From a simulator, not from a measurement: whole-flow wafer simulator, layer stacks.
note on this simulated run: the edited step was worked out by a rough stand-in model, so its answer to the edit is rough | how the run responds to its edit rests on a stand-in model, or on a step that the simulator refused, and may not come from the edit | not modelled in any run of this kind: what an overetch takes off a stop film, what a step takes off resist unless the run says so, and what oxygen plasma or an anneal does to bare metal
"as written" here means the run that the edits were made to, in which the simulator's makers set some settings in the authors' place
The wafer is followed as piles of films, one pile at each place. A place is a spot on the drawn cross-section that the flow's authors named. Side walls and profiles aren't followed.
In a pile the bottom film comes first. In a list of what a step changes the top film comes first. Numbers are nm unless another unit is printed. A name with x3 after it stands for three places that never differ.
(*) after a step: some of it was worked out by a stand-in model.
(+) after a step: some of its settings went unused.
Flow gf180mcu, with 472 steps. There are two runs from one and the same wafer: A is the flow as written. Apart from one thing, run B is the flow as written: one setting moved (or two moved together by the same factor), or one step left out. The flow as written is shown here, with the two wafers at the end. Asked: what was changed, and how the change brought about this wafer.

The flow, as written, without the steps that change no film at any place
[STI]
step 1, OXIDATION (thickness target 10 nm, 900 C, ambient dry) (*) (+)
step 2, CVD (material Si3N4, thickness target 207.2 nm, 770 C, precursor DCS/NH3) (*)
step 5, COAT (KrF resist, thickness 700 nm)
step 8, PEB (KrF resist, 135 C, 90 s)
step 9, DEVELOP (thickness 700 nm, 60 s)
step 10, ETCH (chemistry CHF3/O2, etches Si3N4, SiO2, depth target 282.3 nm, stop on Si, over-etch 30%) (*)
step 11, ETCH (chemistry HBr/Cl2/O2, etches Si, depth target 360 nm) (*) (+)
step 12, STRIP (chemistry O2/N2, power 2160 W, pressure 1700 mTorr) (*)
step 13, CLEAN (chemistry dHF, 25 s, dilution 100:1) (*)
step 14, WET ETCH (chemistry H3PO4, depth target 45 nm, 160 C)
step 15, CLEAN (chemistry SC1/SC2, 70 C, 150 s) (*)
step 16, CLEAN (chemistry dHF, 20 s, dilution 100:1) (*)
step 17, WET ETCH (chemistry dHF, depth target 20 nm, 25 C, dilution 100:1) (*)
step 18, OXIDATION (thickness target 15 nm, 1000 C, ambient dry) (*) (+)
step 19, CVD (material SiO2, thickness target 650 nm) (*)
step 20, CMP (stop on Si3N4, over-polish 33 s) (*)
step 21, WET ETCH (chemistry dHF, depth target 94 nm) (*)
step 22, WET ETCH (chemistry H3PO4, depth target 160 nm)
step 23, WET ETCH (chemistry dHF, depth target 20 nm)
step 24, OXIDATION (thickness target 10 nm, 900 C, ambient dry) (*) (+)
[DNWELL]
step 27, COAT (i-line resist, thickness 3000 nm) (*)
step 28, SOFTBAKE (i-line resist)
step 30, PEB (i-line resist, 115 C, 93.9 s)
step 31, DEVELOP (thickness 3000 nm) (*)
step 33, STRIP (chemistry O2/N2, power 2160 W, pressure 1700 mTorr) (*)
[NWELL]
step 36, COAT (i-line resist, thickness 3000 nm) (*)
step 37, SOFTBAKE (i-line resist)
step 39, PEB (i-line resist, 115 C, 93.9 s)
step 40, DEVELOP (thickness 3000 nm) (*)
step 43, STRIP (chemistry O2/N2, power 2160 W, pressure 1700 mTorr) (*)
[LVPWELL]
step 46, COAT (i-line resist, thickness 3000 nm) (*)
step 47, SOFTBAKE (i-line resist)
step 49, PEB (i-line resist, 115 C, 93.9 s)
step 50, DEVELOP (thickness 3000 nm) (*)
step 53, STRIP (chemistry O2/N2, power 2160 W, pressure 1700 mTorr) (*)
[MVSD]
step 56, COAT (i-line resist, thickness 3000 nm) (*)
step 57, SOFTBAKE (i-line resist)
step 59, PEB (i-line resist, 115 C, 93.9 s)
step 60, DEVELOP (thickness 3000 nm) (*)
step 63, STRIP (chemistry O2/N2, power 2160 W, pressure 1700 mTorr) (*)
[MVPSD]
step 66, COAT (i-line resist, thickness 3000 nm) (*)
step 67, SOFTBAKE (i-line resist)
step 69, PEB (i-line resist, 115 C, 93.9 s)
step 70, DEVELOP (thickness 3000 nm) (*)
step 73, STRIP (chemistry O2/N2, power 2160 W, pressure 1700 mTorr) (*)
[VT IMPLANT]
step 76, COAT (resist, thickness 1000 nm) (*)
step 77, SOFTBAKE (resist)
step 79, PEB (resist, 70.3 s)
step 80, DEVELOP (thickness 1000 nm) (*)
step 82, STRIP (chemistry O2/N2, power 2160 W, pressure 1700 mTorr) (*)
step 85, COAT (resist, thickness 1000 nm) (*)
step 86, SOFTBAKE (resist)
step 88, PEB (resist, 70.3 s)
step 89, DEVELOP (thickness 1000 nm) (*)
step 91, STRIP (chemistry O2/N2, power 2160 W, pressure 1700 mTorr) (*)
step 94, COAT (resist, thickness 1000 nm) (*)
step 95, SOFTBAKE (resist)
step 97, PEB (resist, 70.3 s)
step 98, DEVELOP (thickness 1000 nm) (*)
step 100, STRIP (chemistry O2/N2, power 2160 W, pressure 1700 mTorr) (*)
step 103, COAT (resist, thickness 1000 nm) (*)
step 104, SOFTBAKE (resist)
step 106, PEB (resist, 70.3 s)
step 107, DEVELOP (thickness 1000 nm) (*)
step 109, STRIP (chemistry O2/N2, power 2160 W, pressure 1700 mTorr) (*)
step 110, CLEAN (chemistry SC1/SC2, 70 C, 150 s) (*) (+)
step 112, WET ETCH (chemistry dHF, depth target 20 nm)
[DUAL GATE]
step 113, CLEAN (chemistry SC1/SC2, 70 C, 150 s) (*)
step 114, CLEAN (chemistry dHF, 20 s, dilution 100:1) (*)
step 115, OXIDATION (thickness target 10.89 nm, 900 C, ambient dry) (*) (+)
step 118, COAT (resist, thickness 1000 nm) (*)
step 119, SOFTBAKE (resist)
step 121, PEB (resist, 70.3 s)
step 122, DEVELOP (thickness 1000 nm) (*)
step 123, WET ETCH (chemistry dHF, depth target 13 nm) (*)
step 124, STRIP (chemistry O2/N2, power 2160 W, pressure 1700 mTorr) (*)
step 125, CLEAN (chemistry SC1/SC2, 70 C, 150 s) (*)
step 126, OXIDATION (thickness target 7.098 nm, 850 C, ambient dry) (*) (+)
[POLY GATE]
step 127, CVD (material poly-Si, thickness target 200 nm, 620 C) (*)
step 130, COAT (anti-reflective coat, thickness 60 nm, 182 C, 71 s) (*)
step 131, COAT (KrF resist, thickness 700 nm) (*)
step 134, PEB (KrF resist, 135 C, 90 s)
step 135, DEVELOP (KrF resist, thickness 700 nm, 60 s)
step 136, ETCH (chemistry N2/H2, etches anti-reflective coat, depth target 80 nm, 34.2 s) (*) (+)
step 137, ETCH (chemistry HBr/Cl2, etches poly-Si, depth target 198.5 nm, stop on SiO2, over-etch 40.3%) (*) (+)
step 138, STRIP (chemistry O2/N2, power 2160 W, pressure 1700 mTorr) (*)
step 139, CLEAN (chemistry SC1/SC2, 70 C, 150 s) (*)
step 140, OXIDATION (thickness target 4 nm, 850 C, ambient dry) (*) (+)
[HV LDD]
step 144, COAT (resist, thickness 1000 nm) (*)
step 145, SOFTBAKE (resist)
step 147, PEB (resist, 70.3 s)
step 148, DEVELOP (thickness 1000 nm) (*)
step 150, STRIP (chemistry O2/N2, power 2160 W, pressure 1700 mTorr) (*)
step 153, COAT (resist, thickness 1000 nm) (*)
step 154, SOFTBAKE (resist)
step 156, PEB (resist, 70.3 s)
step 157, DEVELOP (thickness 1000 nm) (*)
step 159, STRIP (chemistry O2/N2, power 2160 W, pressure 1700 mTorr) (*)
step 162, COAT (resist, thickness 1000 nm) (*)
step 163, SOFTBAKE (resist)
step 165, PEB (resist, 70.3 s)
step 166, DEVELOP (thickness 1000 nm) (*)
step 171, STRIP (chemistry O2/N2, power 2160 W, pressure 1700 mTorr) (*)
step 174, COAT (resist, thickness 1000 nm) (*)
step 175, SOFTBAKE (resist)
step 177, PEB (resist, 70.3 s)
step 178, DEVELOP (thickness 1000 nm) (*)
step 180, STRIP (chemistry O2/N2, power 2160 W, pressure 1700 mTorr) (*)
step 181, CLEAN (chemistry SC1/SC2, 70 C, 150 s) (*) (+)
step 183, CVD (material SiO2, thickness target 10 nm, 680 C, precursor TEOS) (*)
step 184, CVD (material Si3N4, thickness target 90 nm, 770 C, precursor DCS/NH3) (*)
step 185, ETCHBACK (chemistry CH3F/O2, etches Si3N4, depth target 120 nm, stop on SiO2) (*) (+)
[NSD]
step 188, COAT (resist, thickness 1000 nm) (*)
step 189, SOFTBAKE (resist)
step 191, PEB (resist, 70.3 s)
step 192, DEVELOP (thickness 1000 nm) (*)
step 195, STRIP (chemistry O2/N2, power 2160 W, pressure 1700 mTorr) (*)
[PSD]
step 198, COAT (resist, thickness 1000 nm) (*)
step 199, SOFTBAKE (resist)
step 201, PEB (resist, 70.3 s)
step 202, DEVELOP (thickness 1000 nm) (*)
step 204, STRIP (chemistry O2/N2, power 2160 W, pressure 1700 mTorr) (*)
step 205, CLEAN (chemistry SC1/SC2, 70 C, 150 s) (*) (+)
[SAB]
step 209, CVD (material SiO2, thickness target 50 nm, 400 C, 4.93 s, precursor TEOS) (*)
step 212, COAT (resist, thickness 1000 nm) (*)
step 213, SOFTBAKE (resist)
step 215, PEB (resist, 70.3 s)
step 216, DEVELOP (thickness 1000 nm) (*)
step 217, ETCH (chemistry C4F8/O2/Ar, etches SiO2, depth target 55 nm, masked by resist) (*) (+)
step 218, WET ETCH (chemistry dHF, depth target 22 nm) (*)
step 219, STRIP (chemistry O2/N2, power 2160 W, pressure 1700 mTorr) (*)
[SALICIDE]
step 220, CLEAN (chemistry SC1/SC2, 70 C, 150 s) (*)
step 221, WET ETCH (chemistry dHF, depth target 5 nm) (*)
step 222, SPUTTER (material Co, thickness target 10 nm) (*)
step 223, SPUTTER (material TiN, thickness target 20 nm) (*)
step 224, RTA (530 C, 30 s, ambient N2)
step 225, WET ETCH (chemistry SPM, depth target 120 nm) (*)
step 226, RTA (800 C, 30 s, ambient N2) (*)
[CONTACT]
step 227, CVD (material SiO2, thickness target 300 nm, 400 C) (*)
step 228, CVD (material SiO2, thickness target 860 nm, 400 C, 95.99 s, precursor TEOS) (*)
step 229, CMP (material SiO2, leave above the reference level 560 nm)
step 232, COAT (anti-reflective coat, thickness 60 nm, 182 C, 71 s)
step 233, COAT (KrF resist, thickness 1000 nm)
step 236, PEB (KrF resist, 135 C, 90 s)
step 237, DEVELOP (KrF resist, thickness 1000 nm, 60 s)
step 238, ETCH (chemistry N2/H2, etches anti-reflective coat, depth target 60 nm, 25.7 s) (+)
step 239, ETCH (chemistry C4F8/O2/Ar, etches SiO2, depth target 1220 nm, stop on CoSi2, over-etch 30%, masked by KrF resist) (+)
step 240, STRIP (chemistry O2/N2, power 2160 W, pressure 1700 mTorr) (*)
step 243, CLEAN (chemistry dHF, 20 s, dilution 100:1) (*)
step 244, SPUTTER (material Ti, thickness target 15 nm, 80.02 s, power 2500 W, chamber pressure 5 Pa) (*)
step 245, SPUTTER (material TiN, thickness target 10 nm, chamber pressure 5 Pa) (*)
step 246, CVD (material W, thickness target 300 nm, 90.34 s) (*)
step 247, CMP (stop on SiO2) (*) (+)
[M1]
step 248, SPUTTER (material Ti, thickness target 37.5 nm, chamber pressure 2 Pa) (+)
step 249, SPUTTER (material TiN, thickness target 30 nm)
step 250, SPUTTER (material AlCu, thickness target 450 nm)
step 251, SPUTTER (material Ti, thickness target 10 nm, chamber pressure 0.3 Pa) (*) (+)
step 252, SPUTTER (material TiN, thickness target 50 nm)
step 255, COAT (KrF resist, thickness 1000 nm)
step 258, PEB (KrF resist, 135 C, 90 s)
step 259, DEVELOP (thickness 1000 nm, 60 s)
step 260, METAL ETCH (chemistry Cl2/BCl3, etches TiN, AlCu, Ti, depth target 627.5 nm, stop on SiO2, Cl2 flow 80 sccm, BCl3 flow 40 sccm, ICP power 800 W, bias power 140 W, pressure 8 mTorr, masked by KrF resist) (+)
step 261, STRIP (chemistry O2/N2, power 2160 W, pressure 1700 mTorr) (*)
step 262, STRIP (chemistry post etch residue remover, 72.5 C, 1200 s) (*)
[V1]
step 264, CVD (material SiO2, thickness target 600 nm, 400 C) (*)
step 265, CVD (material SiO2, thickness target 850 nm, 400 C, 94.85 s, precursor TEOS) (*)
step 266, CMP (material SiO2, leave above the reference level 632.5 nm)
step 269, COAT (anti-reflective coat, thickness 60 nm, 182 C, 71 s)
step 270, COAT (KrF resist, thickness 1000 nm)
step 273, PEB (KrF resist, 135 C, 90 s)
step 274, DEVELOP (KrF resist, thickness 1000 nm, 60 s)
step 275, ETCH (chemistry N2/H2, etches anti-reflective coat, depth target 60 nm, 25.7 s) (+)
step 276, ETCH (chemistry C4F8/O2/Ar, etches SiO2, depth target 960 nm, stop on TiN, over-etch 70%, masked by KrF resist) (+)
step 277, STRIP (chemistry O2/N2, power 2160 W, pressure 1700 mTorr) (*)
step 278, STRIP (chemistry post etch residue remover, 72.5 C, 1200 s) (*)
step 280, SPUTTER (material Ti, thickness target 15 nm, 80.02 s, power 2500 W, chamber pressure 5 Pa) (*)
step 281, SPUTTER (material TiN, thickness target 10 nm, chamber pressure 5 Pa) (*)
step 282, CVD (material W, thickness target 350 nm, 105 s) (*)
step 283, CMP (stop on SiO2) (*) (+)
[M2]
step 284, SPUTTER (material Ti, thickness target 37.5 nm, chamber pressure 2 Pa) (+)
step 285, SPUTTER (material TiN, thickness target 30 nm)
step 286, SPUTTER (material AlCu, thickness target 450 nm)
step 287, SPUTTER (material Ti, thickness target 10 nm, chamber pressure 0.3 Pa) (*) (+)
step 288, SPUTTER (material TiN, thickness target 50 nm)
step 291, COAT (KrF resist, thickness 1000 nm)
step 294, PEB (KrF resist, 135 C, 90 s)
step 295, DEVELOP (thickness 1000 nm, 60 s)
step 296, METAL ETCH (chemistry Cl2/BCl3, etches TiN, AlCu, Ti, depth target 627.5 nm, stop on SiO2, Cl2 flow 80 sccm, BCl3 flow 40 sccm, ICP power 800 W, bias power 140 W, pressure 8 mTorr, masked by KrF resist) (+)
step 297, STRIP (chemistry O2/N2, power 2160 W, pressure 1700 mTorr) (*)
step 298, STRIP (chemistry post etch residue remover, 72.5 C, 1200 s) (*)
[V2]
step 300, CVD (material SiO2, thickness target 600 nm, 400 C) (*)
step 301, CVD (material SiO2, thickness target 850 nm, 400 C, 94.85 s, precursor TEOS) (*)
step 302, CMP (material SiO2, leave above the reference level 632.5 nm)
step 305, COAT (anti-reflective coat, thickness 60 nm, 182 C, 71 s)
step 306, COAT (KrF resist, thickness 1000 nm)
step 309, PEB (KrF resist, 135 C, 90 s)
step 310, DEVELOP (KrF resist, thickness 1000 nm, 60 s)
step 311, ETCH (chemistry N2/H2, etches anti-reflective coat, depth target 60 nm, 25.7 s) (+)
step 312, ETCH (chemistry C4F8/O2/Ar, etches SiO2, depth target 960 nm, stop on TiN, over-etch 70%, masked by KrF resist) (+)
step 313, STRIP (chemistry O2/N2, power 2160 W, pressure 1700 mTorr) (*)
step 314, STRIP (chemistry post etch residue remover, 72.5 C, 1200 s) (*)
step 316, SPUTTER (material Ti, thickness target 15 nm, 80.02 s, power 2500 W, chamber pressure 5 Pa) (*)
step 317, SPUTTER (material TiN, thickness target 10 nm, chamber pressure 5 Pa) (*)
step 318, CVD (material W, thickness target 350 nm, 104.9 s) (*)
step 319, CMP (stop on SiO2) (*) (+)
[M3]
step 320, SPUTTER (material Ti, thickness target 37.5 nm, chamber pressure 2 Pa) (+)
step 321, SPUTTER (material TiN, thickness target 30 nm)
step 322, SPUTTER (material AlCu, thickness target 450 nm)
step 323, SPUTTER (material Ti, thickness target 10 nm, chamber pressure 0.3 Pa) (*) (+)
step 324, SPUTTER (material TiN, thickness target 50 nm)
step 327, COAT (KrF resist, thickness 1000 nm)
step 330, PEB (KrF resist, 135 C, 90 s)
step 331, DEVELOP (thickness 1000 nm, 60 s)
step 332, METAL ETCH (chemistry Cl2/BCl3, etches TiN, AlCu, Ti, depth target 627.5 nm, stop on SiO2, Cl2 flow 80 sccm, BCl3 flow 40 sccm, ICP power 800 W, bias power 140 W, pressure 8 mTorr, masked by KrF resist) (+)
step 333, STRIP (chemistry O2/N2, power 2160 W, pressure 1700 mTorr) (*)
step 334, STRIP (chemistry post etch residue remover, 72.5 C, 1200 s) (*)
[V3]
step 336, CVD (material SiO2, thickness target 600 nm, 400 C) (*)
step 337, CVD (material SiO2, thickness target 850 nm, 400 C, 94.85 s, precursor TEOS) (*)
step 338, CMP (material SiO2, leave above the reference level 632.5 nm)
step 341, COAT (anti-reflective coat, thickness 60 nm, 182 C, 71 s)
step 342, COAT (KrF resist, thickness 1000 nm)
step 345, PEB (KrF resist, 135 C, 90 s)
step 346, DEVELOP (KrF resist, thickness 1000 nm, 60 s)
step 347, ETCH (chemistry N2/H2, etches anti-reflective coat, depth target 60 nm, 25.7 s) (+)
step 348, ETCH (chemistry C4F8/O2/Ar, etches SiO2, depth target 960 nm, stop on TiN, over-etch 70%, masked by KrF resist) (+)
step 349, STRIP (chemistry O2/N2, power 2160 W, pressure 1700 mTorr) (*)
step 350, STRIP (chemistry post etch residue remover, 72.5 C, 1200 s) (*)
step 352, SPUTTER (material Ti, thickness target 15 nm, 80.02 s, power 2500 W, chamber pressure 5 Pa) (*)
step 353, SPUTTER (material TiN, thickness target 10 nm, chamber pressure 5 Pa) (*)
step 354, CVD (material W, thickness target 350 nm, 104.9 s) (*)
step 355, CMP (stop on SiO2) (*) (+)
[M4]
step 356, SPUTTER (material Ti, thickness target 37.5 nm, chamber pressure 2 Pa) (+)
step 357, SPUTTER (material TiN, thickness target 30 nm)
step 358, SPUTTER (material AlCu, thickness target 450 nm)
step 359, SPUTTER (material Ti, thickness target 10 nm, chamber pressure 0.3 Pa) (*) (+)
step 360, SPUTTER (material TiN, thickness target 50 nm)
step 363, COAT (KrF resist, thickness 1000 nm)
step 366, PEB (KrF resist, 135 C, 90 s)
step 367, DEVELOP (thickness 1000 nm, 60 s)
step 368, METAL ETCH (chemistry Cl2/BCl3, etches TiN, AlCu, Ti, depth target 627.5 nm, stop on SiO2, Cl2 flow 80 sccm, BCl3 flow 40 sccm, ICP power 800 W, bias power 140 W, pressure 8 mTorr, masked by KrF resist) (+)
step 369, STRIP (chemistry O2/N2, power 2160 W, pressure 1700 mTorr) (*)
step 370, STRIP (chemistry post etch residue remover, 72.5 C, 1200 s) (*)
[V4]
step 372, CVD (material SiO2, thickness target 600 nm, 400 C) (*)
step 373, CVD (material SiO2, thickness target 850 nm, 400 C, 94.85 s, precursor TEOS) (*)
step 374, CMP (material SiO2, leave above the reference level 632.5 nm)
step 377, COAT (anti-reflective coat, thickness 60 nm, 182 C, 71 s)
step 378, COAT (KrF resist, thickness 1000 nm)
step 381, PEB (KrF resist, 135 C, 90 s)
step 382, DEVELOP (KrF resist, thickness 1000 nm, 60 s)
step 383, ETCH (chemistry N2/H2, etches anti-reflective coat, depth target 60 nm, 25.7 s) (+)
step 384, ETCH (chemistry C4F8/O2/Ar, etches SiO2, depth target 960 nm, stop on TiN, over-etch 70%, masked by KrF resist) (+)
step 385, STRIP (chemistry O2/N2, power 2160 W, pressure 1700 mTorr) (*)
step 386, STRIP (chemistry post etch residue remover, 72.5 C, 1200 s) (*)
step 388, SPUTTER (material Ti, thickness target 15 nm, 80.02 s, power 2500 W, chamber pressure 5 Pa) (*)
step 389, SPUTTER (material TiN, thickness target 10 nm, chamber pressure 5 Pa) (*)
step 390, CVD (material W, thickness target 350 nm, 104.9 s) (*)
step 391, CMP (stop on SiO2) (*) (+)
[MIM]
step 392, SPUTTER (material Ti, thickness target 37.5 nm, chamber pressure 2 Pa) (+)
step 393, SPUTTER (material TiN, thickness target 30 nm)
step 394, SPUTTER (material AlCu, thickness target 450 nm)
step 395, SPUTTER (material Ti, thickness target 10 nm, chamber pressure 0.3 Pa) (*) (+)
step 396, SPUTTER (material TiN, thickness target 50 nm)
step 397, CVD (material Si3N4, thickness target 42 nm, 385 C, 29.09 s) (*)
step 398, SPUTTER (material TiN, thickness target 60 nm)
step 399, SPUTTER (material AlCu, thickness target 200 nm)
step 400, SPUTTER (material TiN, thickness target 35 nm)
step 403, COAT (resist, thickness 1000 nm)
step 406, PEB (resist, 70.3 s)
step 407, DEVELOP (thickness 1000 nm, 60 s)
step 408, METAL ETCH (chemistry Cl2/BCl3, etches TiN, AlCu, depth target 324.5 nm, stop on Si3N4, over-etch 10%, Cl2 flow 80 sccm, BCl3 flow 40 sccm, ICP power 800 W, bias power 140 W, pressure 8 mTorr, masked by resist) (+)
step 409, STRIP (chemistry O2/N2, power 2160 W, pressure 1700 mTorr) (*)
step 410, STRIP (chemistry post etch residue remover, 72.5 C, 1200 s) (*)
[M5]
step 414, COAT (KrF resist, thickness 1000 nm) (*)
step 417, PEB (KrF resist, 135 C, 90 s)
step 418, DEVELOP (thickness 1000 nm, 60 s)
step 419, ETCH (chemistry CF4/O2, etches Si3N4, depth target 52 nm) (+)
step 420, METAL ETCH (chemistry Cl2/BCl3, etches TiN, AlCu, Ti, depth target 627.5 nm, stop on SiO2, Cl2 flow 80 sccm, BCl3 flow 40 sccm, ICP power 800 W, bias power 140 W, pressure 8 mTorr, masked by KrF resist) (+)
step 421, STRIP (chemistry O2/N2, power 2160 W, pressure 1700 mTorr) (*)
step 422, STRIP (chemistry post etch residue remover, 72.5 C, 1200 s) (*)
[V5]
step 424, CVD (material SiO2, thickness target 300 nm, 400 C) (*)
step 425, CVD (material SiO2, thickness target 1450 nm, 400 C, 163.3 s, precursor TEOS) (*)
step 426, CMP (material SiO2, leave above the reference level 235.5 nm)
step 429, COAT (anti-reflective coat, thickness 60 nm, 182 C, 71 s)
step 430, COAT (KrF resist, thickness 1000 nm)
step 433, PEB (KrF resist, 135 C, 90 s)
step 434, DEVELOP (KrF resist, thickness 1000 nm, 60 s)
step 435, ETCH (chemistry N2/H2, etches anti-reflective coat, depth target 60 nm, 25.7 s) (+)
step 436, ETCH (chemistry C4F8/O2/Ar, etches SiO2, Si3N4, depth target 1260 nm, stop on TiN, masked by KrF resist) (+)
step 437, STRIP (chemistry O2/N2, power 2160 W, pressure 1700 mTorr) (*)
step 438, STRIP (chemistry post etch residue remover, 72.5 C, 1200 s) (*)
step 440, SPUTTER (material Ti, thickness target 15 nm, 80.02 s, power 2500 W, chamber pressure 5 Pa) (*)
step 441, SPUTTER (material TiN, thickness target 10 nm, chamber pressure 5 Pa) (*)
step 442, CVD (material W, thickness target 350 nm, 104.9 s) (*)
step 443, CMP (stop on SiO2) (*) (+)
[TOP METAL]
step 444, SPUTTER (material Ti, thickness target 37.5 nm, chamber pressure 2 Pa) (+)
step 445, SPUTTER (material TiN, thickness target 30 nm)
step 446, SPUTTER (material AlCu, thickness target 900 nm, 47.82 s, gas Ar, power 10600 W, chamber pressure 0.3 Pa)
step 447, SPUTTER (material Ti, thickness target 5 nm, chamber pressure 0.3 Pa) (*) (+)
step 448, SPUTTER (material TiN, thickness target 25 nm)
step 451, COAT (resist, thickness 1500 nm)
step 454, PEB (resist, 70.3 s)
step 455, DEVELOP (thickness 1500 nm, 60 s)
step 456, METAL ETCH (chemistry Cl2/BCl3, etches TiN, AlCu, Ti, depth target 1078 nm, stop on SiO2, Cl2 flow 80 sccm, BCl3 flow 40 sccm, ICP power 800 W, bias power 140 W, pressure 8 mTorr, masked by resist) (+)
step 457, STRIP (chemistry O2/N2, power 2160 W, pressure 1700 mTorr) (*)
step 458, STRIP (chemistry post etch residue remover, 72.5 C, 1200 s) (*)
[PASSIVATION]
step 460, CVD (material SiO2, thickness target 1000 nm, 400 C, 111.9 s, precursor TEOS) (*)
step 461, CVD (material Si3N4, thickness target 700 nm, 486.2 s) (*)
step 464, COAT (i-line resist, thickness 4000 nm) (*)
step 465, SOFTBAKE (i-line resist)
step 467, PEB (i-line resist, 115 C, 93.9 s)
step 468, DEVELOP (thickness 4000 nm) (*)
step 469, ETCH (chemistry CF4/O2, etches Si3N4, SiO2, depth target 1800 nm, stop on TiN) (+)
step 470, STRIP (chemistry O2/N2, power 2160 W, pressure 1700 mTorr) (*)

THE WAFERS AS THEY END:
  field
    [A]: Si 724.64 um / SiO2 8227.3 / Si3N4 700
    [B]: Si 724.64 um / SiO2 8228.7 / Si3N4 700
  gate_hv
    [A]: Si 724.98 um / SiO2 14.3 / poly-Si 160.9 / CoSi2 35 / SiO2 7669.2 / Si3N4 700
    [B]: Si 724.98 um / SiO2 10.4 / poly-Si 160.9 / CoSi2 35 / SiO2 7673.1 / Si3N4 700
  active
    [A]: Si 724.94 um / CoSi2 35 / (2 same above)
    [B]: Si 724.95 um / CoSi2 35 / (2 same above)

What caused this: step 115, OXIDATION: 855 C was run, while the flow as written has 900 C.

How this came from the change, step by step:
  step 115, OXIDATION (thickness target 10.89 nm, 900 C, ambient dry) (*) (+)
      active, n_well, p_well and 40 more: A SiO2 gains 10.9 (new film), Si loses 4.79 | B SiO2 gains 6.94 (new film), Si loses 3.05
      sti, mim_1p0, pad and 21 more: A SiO2 gains 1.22, Si loses 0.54 | B SiO2 gains 0.54, Si loses 0.24
      (as well as at 25 more places)
  step 123, WET ETCH (chemistry dHF, depth target 13 nm) (*)
      active, n_well, p_well and 12 more: A SiO2 loses 10.9 (all of it) | B SiO2 loses 6.94 (all of it)
  step 130, COAT (anti-reflective coat, thickness 60 nm, 182 C, 71 s) (*)
      p_well, spacer, sd_n: A anti-reflective coat gains 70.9 (new film) | B anti-reflective coat gains 68.8 (new film)
      contact: A anti-reflective coat gains 67.5 (new film) | B anti-reflective coat gains 65.5 (new film)
      (as well as at 4 more places)
  step 136, ETCH (chemistry N2/H2, etches anti-reflective coat, depth target 80 nm, 34.2 s) (*) (+)
      p_well, spacer, sd_n: A anti-reflective coat loses 70.9 (all of it), poly-Si loses 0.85 | B anti-reflective coat loses 68.8 (all of it), poly-Si loses 0.9
      contact: A anti-reflective coat loses 67.5 (all of it), poly-Si loses 0.94 | B anti-reflective coat loses 65.5 (all of it), poly-Si loses 0.99
      (as well as at 3 more places)
  step 138, STRIP (chemistry O2/N2, power 2160 W, pressure 1700 mTorr) (*)
      ld_fp_p: A chemical SiO2 gains 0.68 (new film), KrF resist loses 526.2 (all of it), anti-reflective coat loses 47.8 (all of it), poly-Si loses 0.3 | B chemical SiO2 gains 0.68 (new film), KrF resist loses 526.4 (all of it), anti-reflective coat loses 46.8 (all of it), poly-Si loses 0.3
  step 145, SOFTBAKE (resist)
      active_nat: A resist gains 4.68 | B resist gains 8.9
  step 154, SOFTBAKE (resist)
      active_nat: A resist gains 4.68 | B resist gains 8.9
  step 163, SOFTBAKE (resist)
      active_nat: A resist gains 4.68 | B resist gains 8.9
  step 175, SOFTBAKE (resist)
      active_nat: A resist gains 4.68 | B resist gains 8.9
  step 189, SOFTBAKE (resist)
      active_hv: A resist gains 2.68 | B resist loses 0.39
      nw_enc_fld_lv__w3: A resist gains 2.11 | B resist loses 1.69
  step 199, SOFTBAKE (resist)
      active_hv: A resist gains 2.68 | B resist loses 0.39
      nw_enc_fld_lv__w3: A resist gains 2.11 | B resist loses 1.69
  step 218, WET ETCH (chemistry dHF, depth target 22 nm) (*)
      ldn_tap, ldn_src, ldn_drn, ldp_tap, ldp_src, ldp_drn, ldp_gr: A SiO2 loses 16 (all of it) | B SiO2 loses 12.2 (all of it)
      ld_drn_n, ld_sd_p: A SiO2 loses 14.8 (all of it) | B SiO2 loses 11 (all of it)
      (as well as at 5 more places)
  step 223, SPUTTER (material TiN, thickness target 20 nm) (*)
      field__w12: A TiN gains 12 (new film) | B TiN gains 12.6 (new film)
  step 225, WET ETCH (chemistry SPM, depth target 120 nm) (*)
      field__w12: A TiN loses 12 (all of it), Co loses 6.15 (all of it) | B TiN loses 12.6 (all of it), Co loses 6.15 (all of it)
